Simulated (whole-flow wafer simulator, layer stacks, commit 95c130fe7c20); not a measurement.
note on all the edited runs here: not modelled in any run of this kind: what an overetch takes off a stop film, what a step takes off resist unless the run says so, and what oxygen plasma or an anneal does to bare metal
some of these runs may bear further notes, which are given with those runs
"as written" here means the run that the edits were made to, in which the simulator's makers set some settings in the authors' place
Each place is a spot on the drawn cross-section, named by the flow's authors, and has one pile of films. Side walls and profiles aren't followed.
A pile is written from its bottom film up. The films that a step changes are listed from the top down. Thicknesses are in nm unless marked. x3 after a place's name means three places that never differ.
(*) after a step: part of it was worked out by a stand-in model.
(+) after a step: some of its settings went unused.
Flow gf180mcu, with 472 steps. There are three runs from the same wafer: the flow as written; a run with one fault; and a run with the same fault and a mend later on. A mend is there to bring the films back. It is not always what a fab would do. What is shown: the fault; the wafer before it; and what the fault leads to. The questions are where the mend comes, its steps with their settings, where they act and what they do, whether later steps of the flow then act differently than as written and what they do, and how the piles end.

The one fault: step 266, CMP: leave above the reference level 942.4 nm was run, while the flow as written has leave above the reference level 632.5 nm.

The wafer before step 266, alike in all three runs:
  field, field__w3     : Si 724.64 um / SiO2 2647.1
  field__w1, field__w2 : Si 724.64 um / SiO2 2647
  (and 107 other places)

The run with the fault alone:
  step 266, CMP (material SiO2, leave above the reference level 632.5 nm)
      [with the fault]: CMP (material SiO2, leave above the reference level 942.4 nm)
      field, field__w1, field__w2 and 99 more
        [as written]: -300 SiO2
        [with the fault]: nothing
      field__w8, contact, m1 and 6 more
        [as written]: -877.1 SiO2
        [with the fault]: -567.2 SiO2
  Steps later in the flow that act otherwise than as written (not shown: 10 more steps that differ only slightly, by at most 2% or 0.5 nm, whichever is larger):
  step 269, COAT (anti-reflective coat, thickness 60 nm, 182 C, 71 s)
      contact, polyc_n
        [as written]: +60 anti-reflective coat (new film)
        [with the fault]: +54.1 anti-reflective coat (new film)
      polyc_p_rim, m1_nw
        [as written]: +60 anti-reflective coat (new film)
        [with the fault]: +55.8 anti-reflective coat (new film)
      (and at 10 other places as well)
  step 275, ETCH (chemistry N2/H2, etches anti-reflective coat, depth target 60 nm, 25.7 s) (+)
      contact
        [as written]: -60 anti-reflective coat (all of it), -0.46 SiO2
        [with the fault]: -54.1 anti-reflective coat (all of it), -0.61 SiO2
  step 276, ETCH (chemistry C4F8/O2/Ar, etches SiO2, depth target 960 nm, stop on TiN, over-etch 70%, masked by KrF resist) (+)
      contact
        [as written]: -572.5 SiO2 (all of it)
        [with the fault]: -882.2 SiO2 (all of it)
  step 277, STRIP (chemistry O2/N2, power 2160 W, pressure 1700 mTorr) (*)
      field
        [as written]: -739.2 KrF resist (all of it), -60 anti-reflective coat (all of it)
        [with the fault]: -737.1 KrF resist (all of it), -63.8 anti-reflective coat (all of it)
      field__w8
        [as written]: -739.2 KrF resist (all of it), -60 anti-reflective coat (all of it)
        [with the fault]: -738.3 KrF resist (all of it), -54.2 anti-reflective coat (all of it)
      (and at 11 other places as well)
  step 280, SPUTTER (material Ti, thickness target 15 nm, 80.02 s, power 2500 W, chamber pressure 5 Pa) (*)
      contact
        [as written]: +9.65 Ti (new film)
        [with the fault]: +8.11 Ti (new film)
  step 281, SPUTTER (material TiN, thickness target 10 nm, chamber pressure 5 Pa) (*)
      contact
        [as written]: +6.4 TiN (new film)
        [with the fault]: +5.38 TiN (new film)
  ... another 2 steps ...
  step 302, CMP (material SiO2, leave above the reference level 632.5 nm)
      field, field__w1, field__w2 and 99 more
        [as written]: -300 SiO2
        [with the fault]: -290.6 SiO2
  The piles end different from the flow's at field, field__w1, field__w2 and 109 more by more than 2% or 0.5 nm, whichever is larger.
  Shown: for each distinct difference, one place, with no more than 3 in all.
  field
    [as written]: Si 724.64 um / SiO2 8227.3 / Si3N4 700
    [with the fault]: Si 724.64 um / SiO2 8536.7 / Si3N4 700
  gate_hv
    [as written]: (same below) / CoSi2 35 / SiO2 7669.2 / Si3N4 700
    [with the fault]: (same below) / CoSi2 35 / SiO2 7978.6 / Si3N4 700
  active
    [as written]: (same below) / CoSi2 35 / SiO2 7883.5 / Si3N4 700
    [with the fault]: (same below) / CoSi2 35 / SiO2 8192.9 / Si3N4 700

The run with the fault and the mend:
  After step 266 comes the mend.
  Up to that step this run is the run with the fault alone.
  step 266a, CMP (material SiO2, leave above the reference level 632.5 nm) (the flow's step 266, run once more)
      field, field__w1, field__w2 and 99 more
        -300 SiO2
      field__w8, contact, m1 and 6 more
        -309.9 SiO2
  Later steps of the flow that are run all act as written at every place that is followed.
  The piles end the same as the flow's at every place that both follow.
